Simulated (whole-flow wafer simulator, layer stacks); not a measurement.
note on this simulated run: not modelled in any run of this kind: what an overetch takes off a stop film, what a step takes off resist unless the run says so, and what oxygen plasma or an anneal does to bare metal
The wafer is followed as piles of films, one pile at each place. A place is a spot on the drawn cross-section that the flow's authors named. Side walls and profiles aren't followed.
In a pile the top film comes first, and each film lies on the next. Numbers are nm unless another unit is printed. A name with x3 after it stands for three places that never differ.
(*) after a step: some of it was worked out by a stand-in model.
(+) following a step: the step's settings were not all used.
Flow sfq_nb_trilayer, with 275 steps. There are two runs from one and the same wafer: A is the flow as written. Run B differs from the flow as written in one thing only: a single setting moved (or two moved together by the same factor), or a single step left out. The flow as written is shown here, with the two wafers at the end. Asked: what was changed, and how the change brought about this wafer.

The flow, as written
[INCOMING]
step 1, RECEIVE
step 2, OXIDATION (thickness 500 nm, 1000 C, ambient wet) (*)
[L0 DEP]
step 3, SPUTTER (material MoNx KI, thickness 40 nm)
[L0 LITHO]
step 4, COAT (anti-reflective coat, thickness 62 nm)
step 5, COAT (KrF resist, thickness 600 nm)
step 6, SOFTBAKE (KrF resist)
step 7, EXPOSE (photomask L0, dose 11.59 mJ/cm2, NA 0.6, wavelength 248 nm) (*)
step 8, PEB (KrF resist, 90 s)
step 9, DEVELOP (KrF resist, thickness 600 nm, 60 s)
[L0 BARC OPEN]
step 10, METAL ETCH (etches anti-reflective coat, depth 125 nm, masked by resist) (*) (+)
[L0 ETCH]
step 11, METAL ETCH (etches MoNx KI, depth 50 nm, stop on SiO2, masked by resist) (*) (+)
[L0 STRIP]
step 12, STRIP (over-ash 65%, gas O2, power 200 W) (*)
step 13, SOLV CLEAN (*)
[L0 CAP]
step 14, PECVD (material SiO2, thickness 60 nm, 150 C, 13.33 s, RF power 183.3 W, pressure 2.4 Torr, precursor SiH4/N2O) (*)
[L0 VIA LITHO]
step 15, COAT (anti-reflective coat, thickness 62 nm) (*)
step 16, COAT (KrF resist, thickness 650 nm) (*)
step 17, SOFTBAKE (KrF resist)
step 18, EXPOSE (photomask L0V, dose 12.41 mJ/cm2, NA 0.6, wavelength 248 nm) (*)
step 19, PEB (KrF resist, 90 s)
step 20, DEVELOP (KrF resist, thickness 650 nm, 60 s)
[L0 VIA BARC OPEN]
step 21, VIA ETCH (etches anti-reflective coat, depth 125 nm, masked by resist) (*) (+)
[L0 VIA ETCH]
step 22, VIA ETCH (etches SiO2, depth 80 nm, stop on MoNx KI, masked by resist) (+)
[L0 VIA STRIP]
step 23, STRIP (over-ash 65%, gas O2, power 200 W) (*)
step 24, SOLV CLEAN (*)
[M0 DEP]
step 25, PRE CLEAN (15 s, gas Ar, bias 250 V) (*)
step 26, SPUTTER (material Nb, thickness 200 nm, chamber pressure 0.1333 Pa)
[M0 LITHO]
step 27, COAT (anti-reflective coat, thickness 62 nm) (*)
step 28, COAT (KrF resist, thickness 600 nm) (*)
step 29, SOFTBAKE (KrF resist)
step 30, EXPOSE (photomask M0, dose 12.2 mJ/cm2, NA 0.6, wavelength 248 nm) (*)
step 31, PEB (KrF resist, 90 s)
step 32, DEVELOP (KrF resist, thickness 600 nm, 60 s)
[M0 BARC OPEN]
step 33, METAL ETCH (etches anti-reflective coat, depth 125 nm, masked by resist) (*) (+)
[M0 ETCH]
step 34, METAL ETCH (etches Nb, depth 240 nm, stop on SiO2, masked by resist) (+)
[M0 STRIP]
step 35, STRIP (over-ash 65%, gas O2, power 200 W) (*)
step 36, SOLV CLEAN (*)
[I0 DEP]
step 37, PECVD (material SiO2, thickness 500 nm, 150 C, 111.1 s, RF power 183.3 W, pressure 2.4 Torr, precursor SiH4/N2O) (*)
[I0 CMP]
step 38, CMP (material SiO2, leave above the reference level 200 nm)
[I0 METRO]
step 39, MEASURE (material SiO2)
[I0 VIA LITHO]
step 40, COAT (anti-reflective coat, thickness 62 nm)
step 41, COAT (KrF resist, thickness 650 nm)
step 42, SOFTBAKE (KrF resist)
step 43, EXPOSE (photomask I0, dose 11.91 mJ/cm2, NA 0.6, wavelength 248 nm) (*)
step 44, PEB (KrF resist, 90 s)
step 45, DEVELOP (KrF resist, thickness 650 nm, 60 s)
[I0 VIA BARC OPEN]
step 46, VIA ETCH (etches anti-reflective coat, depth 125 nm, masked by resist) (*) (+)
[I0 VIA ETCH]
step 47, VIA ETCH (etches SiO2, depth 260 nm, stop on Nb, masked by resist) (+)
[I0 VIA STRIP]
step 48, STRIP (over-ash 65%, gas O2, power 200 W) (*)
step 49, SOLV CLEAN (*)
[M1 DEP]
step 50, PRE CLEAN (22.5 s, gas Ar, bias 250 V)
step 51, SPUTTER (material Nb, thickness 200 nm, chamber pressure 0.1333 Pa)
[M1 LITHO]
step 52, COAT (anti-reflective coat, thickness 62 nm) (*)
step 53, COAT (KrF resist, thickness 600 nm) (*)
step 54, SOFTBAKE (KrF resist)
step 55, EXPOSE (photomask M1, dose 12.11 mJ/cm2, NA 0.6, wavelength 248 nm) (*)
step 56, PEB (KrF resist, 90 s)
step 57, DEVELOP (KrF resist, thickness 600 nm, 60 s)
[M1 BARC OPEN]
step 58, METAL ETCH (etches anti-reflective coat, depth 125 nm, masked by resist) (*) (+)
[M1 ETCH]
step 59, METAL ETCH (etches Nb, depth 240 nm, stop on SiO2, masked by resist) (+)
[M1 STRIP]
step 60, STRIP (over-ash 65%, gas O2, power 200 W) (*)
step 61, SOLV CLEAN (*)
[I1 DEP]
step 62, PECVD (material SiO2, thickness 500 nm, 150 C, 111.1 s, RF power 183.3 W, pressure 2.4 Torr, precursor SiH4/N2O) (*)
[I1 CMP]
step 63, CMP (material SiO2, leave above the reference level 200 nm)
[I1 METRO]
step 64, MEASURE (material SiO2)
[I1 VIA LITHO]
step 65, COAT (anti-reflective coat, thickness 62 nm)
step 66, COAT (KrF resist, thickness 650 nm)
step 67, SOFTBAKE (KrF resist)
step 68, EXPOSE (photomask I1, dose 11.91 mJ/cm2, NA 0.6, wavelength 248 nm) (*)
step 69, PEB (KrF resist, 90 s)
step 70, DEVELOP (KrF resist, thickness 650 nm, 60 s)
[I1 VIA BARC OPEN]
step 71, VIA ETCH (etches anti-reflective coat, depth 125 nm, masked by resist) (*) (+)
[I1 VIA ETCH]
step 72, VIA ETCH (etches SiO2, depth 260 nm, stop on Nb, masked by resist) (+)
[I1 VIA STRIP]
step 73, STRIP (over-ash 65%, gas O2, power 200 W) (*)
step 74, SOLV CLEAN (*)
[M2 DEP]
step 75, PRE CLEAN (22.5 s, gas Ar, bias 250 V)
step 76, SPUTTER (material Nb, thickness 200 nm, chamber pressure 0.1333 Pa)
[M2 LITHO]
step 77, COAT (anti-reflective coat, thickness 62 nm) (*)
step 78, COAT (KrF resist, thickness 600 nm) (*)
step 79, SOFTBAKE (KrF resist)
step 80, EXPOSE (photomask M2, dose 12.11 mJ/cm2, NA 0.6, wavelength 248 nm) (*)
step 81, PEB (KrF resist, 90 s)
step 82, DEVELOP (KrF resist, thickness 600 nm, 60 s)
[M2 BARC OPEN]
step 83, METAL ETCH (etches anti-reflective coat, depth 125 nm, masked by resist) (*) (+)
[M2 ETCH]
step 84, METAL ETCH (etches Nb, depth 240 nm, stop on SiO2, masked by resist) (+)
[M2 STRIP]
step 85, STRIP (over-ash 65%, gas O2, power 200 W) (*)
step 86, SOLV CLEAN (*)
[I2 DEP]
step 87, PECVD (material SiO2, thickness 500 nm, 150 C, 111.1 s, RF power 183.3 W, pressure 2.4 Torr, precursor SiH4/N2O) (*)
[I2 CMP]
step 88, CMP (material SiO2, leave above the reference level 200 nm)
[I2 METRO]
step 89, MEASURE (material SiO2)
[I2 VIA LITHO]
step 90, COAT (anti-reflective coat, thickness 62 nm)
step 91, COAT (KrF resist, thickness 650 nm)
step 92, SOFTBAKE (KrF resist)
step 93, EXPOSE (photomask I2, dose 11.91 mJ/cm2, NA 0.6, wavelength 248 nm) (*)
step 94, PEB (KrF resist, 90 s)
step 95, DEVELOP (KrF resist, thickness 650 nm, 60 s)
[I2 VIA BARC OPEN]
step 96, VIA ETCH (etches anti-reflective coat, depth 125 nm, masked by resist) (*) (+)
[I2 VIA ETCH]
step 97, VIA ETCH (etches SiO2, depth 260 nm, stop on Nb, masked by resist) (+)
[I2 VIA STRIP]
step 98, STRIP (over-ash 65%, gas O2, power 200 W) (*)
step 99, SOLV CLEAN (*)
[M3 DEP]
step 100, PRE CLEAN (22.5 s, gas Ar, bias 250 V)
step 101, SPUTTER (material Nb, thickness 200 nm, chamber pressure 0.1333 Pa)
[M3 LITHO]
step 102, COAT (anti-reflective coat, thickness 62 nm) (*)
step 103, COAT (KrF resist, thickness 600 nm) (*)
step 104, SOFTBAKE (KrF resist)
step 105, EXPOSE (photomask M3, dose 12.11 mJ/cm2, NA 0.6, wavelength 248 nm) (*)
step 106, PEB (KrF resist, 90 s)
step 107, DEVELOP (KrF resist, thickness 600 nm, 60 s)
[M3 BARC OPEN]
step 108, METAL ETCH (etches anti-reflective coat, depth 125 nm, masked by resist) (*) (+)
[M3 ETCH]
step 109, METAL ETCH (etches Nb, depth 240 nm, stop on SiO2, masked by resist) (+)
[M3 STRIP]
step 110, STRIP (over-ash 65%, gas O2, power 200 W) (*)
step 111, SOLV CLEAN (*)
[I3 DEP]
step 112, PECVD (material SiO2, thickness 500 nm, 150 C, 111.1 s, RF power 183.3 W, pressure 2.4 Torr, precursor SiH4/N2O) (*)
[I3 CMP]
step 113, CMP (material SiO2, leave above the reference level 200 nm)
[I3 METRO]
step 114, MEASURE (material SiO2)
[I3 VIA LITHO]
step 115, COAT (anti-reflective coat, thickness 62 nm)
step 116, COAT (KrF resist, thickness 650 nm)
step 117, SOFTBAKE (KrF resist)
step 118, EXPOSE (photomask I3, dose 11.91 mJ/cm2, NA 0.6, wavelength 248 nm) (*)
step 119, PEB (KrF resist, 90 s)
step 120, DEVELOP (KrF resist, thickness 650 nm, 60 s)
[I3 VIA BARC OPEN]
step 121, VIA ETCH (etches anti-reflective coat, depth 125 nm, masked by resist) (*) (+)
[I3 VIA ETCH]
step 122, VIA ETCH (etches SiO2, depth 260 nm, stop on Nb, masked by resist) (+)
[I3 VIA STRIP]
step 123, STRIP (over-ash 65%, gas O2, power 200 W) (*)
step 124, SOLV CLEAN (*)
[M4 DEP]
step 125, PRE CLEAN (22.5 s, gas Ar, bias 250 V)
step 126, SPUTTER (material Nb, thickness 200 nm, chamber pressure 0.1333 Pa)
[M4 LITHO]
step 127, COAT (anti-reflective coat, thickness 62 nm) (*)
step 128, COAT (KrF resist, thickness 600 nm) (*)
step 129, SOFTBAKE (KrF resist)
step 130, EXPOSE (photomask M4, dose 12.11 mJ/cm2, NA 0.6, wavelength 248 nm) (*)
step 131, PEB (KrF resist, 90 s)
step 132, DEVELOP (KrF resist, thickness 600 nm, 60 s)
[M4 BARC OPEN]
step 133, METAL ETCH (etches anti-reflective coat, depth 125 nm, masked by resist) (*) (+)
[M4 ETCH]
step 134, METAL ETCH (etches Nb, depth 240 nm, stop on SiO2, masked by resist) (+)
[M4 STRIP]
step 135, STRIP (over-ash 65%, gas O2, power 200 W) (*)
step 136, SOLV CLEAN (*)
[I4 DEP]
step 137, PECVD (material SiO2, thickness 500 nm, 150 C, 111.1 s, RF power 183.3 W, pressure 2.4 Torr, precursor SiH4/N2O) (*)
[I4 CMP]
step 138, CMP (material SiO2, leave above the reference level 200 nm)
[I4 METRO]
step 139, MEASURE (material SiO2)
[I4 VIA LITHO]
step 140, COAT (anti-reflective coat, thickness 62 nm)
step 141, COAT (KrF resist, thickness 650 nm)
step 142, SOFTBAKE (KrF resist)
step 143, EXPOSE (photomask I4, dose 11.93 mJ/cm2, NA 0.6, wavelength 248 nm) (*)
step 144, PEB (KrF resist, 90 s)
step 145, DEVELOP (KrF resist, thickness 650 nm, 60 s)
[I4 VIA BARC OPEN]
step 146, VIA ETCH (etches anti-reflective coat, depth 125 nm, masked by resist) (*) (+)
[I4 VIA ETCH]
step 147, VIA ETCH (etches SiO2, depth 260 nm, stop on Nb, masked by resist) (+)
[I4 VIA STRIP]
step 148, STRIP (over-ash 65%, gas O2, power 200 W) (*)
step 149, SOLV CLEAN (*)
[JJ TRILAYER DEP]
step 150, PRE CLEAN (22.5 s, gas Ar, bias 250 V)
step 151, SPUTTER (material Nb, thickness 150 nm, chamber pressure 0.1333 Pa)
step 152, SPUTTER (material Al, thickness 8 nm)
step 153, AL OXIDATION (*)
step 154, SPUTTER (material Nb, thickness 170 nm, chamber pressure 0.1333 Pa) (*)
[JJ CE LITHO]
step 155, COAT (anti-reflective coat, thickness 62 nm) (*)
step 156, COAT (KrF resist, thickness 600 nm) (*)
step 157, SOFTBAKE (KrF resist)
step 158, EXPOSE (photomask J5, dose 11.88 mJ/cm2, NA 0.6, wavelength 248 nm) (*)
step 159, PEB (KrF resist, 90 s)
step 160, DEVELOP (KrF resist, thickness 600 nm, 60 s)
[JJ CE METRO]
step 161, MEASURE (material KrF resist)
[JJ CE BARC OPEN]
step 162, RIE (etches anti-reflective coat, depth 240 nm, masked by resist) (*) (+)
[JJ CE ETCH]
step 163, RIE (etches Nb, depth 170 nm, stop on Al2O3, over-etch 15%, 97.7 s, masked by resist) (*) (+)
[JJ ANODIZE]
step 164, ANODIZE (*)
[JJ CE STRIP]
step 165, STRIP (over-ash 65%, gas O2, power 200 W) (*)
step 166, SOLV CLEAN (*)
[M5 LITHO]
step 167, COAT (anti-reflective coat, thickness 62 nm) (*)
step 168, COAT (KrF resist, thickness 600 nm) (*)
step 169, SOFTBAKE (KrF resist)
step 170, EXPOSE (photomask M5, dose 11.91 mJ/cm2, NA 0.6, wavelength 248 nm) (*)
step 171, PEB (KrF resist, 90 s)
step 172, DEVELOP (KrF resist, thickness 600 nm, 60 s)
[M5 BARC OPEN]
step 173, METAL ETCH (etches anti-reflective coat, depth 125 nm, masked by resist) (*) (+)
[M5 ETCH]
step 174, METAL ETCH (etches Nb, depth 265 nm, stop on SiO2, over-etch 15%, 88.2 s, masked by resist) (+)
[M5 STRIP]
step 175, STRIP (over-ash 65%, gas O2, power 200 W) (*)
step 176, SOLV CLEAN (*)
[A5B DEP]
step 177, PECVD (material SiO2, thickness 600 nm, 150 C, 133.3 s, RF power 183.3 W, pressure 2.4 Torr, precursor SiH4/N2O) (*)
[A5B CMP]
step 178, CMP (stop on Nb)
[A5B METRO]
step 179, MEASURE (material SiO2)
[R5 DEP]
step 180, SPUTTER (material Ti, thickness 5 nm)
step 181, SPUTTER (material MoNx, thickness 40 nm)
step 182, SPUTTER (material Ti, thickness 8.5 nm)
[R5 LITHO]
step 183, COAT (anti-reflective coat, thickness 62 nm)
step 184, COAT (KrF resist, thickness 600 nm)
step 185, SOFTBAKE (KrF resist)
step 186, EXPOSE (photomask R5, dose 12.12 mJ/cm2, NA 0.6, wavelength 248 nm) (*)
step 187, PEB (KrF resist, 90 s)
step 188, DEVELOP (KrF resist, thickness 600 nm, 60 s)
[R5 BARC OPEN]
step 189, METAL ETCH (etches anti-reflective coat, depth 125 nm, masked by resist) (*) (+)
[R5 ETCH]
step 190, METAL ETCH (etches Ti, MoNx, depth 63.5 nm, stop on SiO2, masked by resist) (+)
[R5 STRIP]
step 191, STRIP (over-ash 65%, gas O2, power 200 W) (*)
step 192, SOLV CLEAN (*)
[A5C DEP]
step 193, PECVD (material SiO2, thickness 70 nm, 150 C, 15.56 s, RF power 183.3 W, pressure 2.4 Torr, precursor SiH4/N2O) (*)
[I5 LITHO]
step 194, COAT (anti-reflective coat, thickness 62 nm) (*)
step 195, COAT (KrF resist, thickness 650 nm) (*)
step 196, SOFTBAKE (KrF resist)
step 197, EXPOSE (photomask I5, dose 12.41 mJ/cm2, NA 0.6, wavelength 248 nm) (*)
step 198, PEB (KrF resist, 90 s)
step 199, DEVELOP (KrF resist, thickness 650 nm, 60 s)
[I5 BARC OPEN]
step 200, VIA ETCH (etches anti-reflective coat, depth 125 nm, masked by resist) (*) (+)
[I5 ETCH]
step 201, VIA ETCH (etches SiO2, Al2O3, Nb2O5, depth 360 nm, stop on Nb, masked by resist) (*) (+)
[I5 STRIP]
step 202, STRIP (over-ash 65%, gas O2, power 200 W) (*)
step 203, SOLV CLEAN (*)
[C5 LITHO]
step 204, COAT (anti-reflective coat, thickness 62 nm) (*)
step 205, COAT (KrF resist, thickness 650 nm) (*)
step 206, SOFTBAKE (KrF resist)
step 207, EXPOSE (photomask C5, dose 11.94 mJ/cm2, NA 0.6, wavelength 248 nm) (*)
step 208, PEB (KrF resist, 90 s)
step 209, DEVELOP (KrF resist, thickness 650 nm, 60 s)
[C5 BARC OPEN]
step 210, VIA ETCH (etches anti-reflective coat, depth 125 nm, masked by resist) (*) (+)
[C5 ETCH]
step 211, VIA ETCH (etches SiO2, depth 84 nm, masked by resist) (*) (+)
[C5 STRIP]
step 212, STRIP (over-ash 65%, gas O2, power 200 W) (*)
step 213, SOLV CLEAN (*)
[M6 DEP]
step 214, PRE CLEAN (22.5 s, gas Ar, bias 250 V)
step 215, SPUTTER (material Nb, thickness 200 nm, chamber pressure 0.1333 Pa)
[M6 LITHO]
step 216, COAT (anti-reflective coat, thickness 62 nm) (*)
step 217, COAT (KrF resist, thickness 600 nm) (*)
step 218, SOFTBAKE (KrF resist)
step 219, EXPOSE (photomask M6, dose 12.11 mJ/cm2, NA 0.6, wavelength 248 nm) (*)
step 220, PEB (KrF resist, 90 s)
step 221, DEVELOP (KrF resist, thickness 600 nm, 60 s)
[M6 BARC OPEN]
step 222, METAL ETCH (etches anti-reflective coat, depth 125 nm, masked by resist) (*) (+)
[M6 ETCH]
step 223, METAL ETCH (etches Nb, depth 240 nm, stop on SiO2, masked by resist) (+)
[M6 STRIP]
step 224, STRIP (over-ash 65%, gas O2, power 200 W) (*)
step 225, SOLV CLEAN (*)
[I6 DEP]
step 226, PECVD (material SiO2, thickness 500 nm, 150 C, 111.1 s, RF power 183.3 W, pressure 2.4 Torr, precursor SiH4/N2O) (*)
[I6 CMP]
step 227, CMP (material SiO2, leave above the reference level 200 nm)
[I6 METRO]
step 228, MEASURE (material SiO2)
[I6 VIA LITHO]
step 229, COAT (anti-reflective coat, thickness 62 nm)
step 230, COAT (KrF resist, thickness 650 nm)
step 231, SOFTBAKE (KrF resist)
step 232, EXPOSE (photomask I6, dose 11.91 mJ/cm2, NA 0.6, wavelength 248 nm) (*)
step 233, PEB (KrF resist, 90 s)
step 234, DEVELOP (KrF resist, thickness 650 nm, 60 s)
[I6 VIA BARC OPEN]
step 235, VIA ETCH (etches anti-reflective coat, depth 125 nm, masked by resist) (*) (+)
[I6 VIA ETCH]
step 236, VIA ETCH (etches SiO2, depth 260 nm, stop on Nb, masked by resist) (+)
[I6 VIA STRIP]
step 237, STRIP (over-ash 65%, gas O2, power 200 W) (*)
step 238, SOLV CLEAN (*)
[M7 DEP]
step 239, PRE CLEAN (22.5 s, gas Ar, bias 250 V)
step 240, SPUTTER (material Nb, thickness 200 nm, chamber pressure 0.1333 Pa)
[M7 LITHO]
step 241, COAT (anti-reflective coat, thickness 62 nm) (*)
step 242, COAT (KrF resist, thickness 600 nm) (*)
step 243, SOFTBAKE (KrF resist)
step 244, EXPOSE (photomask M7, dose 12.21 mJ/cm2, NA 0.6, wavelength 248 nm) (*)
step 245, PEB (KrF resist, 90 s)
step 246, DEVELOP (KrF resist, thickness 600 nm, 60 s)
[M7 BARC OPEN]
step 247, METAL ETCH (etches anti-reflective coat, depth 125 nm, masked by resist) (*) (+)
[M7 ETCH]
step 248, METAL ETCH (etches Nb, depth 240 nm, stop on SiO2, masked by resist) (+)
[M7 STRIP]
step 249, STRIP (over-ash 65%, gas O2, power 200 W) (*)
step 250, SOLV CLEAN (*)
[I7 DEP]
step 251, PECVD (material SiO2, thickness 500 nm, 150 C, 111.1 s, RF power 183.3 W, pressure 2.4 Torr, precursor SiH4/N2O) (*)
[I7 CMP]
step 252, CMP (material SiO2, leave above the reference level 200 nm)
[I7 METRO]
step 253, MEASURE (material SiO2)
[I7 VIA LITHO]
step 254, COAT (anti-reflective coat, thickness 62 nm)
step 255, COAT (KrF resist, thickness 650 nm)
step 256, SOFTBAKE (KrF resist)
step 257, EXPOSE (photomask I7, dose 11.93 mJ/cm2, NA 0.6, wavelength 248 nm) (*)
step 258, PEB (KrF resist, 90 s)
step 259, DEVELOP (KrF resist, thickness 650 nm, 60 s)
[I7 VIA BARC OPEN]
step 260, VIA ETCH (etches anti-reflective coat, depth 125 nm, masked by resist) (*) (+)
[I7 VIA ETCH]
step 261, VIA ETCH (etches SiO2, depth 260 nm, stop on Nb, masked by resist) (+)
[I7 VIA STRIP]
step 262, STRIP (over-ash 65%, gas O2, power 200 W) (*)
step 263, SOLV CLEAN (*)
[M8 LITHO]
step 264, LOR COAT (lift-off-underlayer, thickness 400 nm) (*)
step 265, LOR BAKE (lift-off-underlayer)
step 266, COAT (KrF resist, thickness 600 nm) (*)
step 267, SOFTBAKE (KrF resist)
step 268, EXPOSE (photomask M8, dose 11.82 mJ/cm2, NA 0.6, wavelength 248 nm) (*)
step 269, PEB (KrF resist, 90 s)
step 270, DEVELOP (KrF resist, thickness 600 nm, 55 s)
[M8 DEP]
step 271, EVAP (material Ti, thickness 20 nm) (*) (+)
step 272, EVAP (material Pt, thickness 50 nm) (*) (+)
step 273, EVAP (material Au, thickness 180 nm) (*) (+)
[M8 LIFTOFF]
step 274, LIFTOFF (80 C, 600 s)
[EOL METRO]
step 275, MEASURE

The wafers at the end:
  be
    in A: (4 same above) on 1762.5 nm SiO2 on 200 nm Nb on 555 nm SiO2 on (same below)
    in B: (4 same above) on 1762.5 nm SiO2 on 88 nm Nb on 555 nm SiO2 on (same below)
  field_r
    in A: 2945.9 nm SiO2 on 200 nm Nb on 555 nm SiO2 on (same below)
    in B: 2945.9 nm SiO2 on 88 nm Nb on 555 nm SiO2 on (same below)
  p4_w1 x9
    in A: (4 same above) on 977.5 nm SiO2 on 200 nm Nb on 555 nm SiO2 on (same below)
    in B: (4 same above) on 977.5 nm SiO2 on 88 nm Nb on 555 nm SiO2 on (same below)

Cause: step 26, SPUTTER: thickness 88 nm was run, while the flow as written has thickness 200 nm.
One can read it off the wafer: be has Nb 88, and step 26 as written asks for 200 nm.

The path from the change to this, step by step:
  step 26, SPUTTER (material Nb, thickness 200 nm, chamber pressure 0.1333 Pa)
      field_l, via_wl, via_w and 100 more: A +200 Nb (new film) | B +88 Nb (new film)
      v_sur: A +200 Nb (new film) | B +84.9 Nb (new film)
      (and at 2 other places as well)
  step 27, COAT (anti-reflective coat, thickness 62 nm) (*)
      v_sur: A +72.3 anti-reflective coat (new film) | B +73.9 anti-reflective coat (new film)
  step 34, METAL ETCH (etches Nb, depth 240 nm, stop on SiO2, masked by resist) (+)
      field_l, v_sur, via_wl and 100 more: A -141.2 KrF resist | B -77.6 KrF resist
      moat, m0r_space_l x2: A -200 Nb (all of it) | B -88 Nb (all of it)
  step 35, STRIP (over-ash 65%, gas O2, power 200 W) (*)
      p4_fl x3, p4_w1 x9, p4_g1 x2 and 57 more: A -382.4 KrF resist (all of it), -62 anti-reflective coat (all of it) | B -445.9 KrF resist (all of it), -62 anti-reflective coat (all of it)
      c5j, ce_r, sp_r, be_r, r_sur, res: A -389 KrF resist (all of it), -63.6 anti-reflective coat (all of it) | B -452.5 KrF resist (all of it), -63.6 anti-reflective coat (all of it)
      (and at 26 other places as well)
  step 37, PECVD (material SiO2, thickness 500 nm, 150 C, 111.1 s, RF power 183.3 W, pressure 2.4 Torr, precursor SiH4/N2O) (*)
      moat, m0r_space_l x2: A +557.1 SiO2 | B +500 SiO2
  step 38, CMP (material SiO2, leave above the reference level 200 nm)
      moat, m0r_space_l x2: A -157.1 SiO2 | B -212 SiO2
